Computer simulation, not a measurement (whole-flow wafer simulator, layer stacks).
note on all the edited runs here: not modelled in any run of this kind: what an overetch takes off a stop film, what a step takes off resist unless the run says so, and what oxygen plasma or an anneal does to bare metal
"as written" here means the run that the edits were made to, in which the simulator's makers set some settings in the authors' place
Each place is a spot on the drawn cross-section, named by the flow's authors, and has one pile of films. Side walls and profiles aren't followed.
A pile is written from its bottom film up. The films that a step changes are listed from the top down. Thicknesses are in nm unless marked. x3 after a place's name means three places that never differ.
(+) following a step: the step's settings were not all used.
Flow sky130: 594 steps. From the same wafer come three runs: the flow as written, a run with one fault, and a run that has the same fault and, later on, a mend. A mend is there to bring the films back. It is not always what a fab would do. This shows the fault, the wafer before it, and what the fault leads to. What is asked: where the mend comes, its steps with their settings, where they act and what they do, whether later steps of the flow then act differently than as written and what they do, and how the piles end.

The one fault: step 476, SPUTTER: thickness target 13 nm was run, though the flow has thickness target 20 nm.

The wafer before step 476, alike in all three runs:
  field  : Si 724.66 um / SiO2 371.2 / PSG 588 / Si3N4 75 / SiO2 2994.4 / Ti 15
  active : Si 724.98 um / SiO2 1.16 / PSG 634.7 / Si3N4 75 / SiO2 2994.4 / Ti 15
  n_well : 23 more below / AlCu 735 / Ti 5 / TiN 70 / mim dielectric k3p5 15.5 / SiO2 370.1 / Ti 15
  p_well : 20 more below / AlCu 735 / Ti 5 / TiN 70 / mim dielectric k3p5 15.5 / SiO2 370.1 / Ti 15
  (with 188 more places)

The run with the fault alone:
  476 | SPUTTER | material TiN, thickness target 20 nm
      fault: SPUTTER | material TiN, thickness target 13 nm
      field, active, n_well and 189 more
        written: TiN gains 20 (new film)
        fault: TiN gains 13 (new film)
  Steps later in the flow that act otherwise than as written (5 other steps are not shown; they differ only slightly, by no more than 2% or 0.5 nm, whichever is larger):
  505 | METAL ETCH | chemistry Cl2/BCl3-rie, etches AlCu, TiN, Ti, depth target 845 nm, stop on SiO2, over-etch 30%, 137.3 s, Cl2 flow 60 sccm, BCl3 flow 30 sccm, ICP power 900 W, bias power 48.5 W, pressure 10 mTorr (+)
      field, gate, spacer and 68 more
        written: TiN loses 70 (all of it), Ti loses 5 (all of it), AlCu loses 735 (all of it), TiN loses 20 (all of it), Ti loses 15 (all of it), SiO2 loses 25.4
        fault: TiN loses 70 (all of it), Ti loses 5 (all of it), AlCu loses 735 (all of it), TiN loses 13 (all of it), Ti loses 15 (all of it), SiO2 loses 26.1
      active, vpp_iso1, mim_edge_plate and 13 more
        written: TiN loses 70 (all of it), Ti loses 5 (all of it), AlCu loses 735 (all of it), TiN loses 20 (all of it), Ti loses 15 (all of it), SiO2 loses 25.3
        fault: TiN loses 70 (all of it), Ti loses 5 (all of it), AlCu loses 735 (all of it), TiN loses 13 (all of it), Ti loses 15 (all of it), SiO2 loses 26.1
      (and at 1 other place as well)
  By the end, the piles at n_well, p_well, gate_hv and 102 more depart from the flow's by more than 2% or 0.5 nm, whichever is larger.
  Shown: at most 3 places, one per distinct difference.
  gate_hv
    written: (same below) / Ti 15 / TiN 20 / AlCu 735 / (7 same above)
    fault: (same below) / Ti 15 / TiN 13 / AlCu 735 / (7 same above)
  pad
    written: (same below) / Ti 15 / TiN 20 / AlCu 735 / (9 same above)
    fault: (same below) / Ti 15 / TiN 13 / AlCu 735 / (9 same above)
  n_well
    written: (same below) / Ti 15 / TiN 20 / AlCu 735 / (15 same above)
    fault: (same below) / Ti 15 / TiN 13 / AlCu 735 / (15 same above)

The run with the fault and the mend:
  The mend follows step 476.
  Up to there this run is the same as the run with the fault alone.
  476a | SPUTTER | material TiN, thickness target 7 nm (the flow's step 476, run once more with other settings)
      field, active, n_well and 189 more
        TiN gains 7
  None of the later steps of the flow acts differently than as written at any place that is followed.
  At every place that both follow, the piles at the end match the flow's.
